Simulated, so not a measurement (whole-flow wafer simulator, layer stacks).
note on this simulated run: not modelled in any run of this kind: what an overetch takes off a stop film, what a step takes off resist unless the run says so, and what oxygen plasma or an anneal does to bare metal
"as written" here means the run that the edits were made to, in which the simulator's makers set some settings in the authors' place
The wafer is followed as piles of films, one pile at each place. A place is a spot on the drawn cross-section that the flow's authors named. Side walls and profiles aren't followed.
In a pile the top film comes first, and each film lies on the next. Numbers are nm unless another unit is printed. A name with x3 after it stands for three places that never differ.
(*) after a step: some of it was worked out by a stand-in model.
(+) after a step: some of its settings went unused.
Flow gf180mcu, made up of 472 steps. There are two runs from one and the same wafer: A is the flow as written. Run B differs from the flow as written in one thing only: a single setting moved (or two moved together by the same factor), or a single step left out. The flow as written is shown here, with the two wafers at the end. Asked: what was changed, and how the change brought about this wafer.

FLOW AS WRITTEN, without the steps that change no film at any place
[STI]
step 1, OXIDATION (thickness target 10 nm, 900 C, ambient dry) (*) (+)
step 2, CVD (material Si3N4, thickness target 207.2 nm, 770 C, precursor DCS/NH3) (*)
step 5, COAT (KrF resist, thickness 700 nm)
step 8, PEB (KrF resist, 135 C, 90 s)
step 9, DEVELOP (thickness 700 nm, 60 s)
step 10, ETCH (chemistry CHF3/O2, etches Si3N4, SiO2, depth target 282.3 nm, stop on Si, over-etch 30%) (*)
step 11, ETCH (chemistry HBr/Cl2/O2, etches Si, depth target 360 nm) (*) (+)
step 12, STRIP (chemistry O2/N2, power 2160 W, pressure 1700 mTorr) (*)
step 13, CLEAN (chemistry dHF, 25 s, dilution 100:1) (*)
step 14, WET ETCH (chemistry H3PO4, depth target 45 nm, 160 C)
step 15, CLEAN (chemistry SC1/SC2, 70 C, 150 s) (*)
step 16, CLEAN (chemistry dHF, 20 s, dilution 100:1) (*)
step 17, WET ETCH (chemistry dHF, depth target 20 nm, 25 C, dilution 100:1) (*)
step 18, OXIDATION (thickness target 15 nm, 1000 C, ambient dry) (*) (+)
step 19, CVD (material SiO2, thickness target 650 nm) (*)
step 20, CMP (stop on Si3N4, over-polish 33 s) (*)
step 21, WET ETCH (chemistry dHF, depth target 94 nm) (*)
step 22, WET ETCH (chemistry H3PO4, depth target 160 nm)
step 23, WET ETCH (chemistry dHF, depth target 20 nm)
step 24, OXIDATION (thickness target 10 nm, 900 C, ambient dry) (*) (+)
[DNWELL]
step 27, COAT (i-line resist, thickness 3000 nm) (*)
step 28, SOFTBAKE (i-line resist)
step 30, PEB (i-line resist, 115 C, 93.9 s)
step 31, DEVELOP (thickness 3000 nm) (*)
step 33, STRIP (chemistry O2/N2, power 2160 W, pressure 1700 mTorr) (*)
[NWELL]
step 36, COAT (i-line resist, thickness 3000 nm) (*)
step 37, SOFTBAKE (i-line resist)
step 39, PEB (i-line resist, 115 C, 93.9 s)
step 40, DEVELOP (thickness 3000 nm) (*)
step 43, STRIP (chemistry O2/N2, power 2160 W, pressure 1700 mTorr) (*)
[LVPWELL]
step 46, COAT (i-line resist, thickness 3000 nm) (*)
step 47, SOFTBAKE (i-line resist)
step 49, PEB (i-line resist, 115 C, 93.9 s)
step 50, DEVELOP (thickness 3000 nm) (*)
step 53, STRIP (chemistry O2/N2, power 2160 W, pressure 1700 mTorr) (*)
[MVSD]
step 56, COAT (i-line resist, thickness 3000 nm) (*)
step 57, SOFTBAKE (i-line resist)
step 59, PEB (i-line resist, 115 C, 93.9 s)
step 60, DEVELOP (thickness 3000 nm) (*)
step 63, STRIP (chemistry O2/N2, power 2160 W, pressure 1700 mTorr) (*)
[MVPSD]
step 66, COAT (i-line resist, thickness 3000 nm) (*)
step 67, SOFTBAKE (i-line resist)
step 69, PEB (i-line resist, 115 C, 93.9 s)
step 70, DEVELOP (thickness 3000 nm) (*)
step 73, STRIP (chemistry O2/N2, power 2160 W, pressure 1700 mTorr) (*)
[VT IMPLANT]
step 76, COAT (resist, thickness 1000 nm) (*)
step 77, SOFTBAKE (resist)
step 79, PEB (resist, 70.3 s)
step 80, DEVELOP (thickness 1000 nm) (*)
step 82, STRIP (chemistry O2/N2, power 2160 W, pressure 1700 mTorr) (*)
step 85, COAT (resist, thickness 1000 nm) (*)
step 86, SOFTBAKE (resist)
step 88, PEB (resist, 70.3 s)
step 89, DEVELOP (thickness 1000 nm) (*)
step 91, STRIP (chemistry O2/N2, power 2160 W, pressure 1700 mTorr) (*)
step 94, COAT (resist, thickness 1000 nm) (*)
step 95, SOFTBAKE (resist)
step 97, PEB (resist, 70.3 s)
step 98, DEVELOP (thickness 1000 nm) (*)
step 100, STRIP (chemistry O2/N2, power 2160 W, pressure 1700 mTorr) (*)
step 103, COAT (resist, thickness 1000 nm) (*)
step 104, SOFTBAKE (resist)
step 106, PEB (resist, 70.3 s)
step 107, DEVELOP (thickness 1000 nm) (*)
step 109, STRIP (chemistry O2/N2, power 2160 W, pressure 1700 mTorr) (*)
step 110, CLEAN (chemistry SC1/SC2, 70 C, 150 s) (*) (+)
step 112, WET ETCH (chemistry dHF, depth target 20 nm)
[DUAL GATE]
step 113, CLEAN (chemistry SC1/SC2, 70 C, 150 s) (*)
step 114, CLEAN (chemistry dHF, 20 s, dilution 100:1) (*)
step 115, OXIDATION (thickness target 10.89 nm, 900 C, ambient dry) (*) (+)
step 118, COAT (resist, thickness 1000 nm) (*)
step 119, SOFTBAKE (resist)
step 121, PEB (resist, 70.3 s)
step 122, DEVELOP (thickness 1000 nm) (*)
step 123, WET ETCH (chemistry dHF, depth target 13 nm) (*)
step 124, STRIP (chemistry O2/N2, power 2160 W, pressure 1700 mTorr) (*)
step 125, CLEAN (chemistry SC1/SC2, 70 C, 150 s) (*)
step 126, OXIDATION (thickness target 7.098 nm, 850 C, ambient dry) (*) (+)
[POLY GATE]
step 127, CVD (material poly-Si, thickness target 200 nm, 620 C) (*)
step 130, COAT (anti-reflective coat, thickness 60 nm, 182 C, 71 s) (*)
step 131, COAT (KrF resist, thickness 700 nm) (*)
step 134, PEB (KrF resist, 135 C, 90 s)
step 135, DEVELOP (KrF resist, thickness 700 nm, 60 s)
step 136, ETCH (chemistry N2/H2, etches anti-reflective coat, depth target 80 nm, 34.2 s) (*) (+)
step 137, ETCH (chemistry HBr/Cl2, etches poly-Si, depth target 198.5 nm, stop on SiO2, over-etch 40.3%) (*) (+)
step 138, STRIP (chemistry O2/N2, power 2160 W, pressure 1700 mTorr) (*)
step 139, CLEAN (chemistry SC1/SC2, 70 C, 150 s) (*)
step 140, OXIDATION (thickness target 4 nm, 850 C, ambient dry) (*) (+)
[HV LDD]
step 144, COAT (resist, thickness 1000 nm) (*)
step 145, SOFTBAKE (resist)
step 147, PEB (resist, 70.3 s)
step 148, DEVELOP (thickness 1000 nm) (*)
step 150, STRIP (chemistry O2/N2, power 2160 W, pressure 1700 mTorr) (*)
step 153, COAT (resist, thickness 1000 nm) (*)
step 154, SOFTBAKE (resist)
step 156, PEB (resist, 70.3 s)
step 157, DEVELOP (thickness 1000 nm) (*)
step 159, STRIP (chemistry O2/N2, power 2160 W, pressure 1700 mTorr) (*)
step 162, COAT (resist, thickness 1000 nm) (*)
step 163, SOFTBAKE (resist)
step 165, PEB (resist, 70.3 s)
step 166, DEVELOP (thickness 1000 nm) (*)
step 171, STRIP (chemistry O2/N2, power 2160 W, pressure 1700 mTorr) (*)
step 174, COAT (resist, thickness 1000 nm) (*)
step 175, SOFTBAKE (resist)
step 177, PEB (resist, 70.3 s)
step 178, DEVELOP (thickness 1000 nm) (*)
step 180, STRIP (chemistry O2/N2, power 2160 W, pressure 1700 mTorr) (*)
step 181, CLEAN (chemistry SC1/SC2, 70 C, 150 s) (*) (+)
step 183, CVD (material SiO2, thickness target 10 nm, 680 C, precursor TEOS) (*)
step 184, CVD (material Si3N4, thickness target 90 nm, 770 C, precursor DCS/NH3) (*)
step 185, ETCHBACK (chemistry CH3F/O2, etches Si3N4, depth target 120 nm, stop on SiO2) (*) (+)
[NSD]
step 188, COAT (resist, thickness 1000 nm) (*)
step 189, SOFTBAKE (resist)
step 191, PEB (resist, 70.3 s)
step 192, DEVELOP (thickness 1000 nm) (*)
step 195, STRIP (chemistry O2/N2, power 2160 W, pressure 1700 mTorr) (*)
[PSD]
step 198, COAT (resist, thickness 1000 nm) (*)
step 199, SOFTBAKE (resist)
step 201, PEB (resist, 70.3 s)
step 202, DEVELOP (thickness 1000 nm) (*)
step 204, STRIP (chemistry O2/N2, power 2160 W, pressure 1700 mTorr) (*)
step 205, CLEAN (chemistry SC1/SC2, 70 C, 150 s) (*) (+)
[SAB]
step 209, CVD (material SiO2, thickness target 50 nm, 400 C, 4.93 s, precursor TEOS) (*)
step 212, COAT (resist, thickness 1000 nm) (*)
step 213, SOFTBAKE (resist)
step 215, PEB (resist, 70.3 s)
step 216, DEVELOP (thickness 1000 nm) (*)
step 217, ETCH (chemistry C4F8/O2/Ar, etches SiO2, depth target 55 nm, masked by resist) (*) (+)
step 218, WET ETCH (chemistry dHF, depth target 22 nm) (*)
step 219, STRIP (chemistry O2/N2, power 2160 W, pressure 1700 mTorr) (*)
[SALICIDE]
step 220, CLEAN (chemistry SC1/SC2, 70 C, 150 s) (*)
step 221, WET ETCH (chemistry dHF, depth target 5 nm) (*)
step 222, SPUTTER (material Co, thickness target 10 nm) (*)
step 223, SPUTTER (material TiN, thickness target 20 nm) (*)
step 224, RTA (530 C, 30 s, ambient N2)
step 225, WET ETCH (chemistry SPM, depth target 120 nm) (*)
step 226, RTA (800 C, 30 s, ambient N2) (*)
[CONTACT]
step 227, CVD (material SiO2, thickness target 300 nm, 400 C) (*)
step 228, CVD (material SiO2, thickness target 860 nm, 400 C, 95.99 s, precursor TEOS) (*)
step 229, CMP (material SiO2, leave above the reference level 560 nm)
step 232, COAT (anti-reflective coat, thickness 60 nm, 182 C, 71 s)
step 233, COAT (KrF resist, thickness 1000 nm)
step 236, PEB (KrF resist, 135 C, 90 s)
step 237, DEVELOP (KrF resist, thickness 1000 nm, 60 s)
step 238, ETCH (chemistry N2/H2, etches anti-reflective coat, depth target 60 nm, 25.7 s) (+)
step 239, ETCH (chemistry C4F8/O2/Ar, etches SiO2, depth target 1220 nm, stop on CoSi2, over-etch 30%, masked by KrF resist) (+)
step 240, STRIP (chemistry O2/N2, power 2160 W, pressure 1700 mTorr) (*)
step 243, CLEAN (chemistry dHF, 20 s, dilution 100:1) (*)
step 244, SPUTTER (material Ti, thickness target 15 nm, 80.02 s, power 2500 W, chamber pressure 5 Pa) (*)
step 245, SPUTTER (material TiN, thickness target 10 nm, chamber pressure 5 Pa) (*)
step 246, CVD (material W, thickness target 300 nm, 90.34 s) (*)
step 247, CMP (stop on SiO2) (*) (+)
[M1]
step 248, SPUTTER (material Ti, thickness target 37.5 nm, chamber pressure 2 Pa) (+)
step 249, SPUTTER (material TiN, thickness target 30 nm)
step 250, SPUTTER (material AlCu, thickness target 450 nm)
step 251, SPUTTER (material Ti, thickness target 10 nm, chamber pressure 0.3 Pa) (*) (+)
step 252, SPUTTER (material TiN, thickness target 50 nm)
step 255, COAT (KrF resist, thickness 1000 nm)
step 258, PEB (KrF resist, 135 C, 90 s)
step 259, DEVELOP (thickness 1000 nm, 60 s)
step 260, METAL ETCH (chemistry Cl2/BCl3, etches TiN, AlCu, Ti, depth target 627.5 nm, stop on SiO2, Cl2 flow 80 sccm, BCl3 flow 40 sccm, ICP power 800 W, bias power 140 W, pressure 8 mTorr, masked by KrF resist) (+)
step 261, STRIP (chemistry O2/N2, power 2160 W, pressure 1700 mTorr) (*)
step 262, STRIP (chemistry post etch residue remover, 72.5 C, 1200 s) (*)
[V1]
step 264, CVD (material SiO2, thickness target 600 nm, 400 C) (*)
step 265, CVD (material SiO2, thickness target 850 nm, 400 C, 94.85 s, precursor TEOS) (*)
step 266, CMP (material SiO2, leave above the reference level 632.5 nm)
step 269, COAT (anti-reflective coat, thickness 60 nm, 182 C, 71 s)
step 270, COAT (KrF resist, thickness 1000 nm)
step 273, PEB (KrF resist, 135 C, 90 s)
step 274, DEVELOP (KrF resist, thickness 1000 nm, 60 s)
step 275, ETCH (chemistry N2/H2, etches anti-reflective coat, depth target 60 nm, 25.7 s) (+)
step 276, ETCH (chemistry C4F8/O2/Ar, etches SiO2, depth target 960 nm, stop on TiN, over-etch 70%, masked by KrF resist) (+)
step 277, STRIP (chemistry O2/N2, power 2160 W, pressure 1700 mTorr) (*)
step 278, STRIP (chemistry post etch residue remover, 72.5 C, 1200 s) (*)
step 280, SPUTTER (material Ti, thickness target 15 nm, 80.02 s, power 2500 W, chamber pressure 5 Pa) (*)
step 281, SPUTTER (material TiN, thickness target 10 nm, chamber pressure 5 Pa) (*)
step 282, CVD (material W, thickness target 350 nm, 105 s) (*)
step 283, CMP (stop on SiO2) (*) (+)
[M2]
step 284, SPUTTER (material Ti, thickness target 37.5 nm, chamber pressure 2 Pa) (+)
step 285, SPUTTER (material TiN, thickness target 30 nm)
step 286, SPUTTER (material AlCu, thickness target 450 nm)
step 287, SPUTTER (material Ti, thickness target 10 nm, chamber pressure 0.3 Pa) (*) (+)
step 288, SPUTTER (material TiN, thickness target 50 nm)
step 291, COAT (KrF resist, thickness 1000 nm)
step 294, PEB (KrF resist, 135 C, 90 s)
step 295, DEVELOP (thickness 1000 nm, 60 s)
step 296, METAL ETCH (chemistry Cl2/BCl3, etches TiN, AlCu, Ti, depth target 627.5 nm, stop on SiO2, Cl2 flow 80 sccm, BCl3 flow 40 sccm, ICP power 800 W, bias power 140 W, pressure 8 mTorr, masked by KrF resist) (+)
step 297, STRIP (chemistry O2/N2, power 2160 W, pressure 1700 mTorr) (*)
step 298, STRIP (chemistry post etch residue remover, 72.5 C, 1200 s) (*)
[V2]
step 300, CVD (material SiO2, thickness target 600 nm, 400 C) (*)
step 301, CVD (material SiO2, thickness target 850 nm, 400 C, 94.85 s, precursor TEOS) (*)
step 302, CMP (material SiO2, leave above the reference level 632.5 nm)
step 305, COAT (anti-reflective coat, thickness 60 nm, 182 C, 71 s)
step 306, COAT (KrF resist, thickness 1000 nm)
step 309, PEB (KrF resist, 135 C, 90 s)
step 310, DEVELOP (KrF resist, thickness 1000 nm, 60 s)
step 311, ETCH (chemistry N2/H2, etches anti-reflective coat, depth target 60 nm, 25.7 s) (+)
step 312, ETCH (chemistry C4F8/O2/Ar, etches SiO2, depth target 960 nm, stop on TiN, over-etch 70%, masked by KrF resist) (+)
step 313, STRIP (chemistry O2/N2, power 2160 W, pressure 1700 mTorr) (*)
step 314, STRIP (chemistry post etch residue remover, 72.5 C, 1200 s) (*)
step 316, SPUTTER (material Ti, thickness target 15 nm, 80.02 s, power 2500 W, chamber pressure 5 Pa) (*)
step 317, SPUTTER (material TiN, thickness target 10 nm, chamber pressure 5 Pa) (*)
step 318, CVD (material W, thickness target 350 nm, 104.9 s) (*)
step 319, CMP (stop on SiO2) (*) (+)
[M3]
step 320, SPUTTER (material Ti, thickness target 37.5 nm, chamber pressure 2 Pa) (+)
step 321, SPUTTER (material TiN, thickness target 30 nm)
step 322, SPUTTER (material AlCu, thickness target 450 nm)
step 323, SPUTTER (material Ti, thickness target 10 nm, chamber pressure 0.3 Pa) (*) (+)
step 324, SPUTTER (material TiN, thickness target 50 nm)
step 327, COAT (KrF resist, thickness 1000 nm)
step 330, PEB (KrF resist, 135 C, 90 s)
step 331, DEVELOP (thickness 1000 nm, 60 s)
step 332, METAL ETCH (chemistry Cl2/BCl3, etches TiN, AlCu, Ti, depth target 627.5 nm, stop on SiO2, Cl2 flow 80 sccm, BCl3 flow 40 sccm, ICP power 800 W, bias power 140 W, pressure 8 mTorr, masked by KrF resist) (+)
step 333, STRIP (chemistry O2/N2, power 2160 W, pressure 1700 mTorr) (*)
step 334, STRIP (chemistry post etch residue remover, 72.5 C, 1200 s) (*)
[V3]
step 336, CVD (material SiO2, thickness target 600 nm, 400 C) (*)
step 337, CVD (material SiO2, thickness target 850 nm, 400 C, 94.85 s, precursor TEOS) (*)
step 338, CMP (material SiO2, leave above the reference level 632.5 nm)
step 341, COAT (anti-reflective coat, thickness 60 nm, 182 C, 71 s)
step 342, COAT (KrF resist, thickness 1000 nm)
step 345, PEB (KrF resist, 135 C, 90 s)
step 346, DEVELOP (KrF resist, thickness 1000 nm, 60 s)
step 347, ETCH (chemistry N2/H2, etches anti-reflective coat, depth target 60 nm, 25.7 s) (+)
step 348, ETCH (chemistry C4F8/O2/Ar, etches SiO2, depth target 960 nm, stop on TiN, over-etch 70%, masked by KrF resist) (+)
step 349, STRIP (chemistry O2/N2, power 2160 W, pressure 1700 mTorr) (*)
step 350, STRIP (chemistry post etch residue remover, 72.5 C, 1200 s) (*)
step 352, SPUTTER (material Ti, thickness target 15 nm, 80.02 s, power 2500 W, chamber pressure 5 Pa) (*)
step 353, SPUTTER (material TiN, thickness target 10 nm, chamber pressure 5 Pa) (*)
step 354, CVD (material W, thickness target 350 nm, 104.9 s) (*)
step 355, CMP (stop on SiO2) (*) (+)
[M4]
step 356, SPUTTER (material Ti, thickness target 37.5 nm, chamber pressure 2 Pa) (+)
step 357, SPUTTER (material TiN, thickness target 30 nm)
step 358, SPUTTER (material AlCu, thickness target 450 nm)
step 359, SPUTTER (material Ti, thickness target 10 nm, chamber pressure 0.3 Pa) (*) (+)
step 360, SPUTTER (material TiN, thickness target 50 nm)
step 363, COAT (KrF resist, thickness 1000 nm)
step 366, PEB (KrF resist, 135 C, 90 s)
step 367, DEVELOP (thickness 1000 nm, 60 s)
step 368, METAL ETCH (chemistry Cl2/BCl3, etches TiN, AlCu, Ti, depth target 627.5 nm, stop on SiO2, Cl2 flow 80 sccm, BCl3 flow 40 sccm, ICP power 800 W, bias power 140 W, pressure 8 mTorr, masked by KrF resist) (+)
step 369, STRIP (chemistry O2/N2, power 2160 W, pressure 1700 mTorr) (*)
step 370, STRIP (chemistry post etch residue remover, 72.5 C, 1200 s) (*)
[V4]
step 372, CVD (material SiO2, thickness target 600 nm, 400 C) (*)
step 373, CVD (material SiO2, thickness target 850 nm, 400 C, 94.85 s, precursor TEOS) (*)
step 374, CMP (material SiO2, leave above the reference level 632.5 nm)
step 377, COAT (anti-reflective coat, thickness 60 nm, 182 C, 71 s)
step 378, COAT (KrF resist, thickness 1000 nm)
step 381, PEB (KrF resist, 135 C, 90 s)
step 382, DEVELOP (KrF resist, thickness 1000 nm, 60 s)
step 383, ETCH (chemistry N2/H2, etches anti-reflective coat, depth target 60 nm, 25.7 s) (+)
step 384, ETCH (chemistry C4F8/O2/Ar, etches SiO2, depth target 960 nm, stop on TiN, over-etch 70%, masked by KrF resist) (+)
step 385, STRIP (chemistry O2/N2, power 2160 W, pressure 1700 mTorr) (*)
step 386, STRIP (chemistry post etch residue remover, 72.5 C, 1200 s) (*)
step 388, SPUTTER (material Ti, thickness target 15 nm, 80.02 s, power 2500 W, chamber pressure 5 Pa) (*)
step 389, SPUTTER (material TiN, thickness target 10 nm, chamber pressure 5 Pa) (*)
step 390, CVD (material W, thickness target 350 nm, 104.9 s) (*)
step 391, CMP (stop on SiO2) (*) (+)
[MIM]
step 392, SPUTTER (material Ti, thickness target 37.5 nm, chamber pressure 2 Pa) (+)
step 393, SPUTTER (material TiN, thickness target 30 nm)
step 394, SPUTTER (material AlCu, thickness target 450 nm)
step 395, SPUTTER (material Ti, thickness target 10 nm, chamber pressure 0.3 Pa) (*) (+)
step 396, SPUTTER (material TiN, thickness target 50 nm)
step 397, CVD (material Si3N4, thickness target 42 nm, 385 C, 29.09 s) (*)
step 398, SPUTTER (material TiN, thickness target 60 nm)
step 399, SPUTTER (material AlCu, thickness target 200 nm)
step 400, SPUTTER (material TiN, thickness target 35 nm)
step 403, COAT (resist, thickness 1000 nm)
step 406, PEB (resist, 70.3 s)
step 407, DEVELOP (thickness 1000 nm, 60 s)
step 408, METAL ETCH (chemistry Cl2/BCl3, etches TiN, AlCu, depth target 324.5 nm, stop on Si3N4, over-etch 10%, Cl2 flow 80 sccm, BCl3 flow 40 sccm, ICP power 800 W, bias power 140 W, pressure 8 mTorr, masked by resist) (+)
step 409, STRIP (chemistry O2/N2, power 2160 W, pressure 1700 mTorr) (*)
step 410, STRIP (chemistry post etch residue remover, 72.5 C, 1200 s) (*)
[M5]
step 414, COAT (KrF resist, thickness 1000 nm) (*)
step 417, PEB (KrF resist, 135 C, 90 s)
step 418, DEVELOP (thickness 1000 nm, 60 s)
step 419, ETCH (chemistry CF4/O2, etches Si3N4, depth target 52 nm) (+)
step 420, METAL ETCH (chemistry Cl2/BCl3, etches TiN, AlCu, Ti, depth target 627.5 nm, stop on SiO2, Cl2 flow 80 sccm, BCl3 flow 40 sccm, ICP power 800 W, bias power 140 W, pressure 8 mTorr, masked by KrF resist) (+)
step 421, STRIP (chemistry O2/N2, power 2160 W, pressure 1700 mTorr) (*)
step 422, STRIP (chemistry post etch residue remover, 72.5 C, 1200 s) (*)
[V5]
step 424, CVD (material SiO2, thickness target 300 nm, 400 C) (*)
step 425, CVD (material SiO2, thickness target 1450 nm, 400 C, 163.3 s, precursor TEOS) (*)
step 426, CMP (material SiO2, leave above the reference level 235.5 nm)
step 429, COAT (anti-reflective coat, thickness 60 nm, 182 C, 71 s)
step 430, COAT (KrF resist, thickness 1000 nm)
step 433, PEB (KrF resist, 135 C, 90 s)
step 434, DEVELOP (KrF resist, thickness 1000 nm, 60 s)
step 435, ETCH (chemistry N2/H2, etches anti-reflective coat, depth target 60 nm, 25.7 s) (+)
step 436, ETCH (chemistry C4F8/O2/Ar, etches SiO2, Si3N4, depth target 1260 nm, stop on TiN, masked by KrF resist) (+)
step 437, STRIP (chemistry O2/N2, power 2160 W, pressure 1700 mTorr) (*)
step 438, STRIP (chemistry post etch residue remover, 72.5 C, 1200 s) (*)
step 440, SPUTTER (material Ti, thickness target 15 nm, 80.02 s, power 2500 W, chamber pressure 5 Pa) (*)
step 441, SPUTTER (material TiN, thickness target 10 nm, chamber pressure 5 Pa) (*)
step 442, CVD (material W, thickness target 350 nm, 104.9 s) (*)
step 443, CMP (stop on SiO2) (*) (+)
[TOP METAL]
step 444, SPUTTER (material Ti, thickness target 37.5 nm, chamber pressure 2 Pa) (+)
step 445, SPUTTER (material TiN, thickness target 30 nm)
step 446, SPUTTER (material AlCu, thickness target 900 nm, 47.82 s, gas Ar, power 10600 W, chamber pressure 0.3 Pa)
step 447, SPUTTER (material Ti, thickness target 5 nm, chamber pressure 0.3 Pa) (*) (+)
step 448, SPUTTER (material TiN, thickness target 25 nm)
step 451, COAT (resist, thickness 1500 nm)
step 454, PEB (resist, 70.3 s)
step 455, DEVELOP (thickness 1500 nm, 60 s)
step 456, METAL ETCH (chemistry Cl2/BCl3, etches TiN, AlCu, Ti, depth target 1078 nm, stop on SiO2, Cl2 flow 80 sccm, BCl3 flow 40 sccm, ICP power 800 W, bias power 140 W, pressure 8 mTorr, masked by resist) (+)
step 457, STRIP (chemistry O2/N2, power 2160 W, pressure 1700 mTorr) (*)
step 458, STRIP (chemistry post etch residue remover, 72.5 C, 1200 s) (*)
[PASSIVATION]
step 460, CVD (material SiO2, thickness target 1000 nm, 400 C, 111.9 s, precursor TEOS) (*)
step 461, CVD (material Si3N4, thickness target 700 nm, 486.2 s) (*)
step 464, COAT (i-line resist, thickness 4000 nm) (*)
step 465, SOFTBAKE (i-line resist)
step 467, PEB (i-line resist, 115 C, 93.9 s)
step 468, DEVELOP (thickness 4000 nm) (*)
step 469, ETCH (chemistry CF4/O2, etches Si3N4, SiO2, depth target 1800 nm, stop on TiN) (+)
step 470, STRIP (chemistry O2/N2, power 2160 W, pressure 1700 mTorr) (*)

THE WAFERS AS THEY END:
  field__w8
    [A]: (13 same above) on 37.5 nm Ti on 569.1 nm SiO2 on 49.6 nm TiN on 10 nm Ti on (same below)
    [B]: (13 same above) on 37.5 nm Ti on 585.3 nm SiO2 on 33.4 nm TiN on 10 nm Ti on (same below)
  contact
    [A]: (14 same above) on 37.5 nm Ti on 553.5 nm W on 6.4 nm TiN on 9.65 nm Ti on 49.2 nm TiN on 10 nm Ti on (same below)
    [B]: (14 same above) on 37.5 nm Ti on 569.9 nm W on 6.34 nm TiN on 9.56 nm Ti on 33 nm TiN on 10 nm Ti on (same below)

Cause: step 360, SPUTTER: thickness target 33.8 nm was run, whereas the flow has thickness target 50 nm.

The path from the change to this, step by step:
  step 360, SPUTTER (material TiN, thickness target 50 nm)
      field, field__w1, field__w2 and 108 more: A +50 TiN (new film) | B +33.8 TiN (new film)
  step 368, METAL ETCH (chemistry Cl2/BCl3, etches TiN, AlCu, Ti, depth target 627.5 nm, stop on SiO2, Cl2 flow 80 sccm, BCl3 flow 40 sccm, ICP power 800 W, bias power 140 W, pressure 8 mTorr, masked by KrF resist) (+)
      field, field__w1, field__w2 and 103 more: A -50 TiN (all of it), -10 Ti (all of it), -450 AlCu (all of it), -30 TiN (all of it), -37.5 Ti (all of it) | B -33.8 TiN (all of it), -10 Ti (all of it), -450 AlCu (all of it), -30 TiN (all of it), -37.5 Ti (all of it)
  step 384, ETCH (chemistry C4F8/O2/Ar, etches SiO2, depth target 960 nm, stop on TiN, over-etch 70%, masked by KrF resist) (+)
      contact: A -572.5 SiO2 (all of it) | B -588.7 SiO2 (all of it)
